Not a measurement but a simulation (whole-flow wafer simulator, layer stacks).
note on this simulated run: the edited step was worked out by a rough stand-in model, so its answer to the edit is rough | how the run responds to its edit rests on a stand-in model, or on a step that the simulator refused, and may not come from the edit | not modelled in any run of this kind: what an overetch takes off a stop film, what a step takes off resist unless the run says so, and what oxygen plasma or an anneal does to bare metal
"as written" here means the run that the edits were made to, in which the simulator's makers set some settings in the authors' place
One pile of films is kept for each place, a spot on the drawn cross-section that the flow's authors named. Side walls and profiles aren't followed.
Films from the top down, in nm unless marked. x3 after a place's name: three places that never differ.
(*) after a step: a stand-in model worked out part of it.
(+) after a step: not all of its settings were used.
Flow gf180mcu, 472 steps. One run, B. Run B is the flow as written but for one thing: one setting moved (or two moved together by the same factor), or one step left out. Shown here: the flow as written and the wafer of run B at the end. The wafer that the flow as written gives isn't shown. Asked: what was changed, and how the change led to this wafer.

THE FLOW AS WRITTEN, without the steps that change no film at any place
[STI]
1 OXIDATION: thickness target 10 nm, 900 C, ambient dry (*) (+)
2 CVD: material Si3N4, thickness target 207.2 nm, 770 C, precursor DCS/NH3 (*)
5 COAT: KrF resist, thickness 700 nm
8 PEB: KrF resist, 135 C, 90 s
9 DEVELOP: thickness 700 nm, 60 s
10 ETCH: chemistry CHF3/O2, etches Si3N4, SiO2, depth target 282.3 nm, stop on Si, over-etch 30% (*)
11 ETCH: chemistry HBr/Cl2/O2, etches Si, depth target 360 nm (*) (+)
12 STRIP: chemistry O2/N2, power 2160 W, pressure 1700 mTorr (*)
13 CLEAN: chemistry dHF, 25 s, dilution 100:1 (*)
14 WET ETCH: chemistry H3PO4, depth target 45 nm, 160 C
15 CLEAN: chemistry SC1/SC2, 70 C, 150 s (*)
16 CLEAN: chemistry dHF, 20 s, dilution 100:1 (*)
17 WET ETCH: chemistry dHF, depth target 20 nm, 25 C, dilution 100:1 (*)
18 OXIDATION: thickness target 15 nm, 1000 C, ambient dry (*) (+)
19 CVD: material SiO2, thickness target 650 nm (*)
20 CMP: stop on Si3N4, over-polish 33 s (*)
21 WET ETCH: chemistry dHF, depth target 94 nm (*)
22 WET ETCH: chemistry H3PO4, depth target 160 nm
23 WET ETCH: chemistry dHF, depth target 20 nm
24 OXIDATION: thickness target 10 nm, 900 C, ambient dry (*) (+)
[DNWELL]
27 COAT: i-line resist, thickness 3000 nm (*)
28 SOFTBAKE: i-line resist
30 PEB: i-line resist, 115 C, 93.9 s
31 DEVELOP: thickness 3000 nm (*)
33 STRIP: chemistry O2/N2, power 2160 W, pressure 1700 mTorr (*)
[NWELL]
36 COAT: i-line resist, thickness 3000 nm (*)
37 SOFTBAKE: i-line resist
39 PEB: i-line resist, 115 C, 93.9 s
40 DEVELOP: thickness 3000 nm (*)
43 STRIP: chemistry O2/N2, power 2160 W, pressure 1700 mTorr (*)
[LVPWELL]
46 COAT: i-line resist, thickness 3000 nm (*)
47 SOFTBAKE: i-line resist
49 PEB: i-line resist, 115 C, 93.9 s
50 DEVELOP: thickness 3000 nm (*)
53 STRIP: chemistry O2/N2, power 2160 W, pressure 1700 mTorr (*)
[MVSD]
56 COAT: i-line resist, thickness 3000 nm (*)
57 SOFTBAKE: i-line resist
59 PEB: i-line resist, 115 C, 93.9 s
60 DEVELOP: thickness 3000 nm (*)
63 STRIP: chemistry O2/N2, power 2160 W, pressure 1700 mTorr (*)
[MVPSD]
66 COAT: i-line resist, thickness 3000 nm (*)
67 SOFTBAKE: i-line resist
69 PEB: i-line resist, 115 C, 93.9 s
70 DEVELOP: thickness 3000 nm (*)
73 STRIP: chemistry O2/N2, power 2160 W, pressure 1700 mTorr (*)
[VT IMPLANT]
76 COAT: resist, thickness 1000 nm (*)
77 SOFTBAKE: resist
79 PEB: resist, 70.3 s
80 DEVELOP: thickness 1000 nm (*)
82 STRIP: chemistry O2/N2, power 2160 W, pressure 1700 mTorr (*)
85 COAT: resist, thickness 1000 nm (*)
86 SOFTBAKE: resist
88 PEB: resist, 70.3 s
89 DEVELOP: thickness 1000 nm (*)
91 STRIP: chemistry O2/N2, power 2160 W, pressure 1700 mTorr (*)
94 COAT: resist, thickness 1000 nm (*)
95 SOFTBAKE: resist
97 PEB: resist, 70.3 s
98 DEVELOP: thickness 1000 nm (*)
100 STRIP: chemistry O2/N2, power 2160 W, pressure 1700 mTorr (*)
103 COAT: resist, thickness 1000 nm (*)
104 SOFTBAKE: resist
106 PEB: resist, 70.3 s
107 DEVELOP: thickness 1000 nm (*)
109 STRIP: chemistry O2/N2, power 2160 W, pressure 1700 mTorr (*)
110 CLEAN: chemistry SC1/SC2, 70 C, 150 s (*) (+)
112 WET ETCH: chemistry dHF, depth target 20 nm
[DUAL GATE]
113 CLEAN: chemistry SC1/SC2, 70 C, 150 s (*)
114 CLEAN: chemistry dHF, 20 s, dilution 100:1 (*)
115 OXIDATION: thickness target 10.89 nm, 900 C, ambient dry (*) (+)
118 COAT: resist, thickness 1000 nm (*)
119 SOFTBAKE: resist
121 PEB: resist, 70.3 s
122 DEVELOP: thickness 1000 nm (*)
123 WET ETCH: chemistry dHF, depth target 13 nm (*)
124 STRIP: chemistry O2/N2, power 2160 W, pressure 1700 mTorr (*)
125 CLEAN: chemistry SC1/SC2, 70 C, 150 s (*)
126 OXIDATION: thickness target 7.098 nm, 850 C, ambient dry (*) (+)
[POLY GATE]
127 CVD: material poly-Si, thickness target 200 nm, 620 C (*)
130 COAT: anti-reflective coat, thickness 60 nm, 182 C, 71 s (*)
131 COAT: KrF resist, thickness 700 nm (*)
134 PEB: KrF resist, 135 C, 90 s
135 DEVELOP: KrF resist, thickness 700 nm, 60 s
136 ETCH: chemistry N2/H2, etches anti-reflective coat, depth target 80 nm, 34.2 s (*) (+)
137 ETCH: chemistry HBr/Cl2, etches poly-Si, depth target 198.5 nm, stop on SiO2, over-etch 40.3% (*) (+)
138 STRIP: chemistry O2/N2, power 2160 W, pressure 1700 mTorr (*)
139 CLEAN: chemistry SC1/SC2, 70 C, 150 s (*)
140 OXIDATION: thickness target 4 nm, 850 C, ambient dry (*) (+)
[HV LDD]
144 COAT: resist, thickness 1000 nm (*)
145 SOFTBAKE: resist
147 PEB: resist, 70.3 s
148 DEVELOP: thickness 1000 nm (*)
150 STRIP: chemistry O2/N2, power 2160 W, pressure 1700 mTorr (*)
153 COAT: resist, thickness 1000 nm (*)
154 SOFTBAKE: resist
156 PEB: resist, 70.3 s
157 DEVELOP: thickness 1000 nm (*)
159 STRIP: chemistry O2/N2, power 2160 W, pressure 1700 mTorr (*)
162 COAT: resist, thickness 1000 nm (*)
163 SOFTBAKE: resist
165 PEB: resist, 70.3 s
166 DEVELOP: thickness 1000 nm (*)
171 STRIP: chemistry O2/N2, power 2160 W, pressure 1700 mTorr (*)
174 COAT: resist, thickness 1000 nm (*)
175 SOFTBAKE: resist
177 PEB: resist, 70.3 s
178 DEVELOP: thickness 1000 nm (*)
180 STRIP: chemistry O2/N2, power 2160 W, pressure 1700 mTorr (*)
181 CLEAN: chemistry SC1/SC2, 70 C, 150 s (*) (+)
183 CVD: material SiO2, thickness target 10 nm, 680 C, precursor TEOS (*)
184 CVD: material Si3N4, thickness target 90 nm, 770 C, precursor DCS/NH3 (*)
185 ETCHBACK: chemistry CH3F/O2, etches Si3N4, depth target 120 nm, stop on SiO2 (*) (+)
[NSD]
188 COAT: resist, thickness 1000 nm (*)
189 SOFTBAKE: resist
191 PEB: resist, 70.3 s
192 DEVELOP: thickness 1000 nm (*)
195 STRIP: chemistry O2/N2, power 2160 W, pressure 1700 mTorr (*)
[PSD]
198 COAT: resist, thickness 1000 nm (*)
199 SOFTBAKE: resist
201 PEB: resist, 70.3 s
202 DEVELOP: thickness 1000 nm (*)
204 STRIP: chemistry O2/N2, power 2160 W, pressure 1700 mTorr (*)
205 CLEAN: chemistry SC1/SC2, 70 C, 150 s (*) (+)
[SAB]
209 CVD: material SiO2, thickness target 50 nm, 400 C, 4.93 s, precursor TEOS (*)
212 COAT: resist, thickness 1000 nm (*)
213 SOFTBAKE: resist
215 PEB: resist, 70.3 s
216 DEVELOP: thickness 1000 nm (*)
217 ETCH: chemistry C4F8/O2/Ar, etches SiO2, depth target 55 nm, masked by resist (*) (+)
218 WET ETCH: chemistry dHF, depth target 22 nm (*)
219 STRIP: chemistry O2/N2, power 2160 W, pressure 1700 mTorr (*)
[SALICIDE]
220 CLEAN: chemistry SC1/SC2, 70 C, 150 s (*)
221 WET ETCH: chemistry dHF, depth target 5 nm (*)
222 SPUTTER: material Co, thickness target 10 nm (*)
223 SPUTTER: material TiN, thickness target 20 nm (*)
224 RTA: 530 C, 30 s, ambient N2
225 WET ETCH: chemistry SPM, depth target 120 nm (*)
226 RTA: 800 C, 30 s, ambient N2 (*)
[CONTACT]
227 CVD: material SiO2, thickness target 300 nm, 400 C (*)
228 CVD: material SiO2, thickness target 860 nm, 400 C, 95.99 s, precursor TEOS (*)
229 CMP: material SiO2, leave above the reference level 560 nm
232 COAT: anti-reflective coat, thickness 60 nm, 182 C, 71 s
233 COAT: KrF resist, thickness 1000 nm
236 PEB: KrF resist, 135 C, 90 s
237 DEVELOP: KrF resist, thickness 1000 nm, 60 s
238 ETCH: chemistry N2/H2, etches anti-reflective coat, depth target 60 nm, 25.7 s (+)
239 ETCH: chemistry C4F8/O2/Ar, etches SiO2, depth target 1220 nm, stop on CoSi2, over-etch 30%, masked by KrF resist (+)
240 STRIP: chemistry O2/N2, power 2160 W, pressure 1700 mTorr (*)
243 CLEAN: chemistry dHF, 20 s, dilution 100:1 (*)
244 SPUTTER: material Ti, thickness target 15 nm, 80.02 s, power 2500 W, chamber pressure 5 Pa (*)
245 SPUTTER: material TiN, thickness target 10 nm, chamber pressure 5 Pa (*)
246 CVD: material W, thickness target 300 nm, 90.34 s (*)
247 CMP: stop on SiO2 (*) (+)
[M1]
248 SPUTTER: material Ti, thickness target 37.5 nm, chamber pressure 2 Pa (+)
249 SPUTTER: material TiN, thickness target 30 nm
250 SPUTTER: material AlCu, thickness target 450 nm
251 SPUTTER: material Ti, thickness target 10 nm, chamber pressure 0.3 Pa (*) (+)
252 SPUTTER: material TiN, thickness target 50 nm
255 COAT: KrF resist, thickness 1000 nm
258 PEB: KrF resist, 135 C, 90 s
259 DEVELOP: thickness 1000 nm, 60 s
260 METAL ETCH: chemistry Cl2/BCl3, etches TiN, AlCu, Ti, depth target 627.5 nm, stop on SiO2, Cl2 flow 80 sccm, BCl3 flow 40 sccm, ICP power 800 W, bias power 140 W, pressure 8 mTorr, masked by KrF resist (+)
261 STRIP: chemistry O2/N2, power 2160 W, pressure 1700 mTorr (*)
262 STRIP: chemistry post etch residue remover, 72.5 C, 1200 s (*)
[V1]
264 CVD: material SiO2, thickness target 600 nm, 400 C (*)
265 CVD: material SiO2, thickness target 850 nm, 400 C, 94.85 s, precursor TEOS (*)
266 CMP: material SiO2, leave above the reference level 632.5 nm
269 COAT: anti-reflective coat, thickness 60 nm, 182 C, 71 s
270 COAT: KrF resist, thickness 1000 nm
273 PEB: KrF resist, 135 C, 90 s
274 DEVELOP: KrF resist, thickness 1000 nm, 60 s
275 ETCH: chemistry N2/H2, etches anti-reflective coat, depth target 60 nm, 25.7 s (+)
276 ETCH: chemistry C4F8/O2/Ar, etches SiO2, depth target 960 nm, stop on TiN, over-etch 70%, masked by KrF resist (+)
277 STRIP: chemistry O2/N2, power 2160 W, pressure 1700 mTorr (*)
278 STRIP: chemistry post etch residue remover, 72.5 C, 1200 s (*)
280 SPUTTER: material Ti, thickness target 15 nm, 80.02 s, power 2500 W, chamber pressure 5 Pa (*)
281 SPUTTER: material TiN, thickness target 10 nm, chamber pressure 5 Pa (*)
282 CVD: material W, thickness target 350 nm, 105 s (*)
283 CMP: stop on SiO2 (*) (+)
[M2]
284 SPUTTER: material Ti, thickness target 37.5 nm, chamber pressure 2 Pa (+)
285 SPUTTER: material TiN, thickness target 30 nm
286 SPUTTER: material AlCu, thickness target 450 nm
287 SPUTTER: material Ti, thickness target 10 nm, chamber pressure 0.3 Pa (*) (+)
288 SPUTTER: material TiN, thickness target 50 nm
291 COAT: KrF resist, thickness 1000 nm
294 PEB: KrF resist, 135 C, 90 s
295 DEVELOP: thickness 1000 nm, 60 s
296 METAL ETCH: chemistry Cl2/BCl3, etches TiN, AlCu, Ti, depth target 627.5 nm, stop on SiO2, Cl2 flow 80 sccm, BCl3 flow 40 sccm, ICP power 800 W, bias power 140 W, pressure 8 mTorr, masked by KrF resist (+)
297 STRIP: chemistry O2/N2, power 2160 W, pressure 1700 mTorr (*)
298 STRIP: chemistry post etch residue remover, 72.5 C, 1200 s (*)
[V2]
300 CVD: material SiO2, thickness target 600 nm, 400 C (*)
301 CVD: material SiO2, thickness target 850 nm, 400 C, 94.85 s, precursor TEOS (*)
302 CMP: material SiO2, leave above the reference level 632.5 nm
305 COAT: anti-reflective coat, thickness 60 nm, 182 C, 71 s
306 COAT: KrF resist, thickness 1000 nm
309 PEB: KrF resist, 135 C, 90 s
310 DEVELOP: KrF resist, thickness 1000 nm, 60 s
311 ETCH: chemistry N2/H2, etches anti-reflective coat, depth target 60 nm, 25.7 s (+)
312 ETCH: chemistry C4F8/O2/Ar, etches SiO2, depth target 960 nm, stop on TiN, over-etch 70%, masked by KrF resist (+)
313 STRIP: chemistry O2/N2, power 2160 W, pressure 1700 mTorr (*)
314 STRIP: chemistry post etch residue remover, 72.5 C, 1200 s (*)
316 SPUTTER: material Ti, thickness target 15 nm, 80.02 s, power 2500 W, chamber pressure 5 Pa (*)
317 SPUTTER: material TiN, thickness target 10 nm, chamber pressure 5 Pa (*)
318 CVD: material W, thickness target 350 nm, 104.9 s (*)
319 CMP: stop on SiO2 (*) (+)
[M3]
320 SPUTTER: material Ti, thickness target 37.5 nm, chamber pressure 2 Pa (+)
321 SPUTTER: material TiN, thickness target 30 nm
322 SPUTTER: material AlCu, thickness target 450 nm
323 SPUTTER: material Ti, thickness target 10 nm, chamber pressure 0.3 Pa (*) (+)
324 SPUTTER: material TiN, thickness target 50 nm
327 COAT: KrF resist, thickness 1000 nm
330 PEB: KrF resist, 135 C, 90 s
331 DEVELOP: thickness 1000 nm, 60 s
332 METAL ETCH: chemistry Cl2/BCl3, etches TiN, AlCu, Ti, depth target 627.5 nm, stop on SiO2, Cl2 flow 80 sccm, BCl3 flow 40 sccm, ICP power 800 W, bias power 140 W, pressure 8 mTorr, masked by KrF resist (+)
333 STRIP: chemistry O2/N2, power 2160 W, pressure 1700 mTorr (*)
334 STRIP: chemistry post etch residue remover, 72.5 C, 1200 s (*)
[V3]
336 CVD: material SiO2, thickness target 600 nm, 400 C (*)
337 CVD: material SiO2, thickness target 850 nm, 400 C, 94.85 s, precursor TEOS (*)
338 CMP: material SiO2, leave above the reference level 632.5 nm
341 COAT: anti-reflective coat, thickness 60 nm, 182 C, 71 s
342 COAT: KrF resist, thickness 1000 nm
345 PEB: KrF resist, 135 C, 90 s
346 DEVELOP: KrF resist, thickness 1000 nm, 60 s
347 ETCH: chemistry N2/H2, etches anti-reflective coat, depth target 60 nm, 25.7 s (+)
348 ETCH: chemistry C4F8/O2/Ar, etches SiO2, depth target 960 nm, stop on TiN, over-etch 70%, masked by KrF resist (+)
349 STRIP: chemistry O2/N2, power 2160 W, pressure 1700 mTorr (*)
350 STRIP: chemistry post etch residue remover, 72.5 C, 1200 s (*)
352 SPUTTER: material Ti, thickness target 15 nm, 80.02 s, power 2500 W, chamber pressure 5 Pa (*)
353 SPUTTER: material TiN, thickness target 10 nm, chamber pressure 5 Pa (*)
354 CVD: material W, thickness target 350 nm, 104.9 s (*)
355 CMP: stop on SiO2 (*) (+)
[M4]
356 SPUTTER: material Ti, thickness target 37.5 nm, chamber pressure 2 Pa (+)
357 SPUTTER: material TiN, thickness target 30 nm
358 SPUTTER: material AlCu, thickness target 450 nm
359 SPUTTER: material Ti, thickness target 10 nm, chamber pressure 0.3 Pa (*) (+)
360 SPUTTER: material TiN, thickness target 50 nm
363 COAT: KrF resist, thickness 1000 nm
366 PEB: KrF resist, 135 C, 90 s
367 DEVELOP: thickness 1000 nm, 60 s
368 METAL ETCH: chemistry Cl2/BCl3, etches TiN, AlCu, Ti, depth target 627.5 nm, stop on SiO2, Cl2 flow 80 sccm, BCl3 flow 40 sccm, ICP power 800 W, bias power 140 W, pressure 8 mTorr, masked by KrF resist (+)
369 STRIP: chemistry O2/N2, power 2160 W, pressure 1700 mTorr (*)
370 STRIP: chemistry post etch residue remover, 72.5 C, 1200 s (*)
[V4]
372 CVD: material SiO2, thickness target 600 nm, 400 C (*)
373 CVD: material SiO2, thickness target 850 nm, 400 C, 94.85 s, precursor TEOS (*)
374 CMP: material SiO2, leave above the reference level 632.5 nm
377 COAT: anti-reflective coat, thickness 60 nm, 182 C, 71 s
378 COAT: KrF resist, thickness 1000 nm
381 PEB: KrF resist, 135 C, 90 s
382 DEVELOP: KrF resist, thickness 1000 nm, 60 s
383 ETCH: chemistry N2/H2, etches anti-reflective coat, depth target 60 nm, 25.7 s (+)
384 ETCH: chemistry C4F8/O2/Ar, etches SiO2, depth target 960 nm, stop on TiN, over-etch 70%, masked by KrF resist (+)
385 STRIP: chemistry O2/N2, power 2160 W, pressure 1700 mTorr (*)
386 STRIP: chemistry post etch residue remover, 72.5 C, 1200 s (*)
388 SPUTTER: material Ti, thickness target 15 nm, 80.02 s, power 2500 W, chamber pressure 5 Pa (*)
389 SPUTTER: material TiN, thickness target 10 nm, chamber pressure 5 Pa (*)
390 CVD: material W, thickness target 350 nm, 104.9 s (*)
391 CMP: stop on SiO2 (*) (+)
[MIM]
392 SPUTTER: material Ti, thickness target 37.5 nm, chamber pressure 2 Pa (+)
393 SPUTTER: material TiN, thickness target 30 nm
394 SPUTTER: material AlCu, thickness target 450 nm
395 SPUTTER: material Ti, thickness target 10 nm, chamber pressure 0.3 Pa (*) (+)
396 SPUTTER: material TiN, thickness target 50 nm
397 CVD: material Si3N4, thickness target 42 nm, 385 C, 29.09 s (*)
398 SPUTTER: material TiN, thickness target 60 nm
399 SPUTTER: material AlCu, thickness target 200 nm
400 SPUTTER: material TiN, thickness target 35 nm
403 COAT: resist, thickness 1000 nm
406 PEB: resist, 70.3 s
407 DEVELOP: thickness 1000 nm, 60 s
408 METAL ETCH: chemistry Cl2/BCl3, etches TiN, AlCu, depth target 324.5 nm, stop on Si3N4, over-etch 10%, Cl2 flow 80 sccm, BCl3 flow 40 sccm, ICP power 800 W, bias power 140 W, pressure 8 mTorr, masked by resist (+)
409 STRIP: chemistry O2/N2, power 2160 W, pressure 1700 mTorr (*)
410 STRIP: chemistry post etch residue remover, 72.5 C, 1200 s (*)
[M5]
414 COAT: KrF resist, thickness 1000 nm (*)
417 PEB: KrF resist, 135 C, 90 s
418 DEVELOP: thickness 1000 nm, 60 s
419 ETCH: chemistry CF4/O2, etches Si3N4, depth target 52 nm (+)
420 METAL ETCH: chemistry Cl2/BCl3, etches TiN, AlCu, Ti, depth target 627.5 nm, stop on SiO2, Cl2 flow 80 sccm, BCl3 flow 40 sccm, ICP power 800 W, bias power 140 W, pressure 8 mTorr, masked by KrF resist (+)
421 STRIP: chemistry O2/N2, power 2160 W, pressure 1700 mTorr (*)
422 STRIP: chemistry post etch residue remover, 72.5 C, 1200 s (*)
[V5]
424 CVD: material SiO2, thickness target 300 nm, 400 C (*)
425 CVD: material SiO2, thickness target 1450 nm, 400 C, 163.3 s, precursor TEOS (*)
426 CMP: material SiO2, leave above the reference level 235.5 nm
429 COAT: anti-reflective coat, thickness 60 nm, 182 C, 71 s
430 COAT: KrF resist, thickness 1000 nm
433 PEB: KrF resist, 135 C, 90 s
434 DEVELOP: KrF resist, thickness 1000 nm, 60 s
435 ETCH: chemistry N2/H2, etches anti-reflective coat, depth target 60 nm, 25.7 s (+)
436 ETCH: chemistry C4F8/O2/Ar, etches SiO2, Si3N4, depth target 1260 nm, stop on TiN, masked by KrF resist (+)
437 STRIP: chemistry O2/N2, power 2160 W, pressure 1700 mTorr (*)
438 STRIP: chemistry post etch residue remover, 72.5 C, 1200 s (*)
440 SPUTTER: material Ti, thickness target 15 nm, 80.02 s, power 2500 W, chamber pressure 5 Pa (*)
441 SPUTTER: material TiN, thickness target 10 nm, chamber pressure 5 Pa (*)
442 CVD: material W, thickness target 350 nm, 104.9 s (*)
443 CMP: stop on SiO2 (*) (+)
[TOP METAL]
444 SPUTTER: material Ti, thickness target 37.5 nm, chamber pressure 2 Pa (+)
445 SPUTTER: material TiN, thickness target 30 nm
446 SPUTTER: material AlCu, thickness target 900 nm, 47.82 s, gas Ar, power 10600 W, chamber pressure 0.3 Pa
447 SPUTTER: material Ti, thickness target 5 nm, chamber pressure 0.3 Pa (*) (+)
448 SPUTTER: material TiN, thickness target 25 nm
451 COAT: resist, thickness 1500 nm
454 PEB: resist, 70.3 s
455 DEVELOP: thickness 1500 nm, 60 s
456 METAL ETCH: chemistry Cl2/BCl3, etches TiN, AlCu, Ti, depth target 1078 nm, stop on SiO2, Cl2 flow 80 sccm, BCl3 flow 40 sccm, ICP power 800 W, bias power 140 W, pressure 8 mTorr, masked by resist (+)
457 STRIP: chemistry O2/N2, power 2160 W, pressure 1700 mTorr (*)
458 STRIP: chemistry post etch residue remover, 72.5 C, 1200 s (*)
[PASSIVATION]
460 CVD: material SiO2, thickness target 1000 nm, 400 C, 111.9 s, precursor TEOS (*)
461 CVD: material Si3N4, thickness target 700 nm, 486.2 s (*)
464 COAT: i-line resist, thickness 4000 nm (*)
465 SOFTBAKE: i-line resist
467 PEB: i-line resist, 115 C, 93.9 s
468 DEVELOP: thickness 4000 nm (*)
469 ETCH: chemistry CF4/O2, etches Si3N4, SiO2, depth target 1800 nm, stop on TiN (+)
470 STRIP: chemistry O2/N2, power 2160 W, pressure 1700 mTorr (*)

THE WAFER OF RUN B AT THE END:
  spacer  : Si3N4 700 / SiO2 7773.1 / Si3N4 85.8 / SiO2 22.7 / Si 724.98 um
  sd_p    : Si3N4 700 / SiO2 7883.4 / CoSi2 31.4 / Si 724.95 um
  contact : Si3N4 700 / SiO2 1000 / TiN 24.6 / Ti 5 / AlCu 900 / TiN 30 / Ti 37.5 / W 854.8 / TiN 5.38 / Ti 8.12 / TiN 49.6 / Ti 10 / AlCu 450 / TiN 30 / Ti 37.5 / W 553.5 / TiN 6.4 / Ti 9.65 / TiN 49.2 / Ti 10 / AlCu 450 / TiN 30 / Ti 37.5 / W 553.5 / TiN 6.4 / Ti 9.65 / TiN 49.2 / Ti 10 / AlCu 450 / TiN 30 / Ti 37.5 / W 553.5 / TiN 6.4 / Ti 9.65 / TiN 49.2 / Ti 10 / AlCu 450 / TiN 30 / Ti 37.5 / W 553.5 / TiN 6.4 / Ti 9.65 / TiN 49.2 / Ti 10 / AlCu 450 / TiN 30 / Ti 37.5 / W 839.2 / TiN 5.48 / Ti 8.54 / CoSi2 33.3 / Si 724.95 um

The cause: step 183, CVD: thickness target 15.5 nm was run, where the flow has thickness target 10 nm.

How the change led to this, step by step:
  183 CVD: material SiO2, thickness target 10 nm, 680 C, precursor TEOS (*)
      field, field__w1, field__w2 and 99 more: SiO2 +15.5 (as written it would be: SiO2 +10)
      ld_drift_p: SiO2 +15.3 (as written it would be: SiO2 +9.87)
      (and at 1 more place)
  189 SOFTBAKE: resist
      field__w9: resist -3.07 (as written it would be: resist +6.92)
      field_sub__w1: resist +9.77 (as written it would be: resist +7.47)
  199 SOFTBAKE: resist
      field__w9: resist -3.07 (as written it would be: resist +6.92)
      field_sub__w1: resist +9.77 (as written it would be: resist +7.47)
  218 WET ETCH: chemistry dHF, depth target 22 nm (*)
      gate, gate_hv, gate_p and 23 more: SiO2 -11 (all of it) (as written it would be: SiO2 -5.48 (all of it))
      field, sti, mim_1p0 and 13 more: SiO2 -25.3 (as written it would be: SiO2 -24.5)
      (and at 57 more places)
  229 CMP: material SiO2, leave above the reference level 560 nm
      field__w2: SiO2 -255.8 (as written it would be: SiO2 -250)
      field__w3: SiO2 -238 (as written it would be: SiO2 -232.3)
      (and at 4 more places)
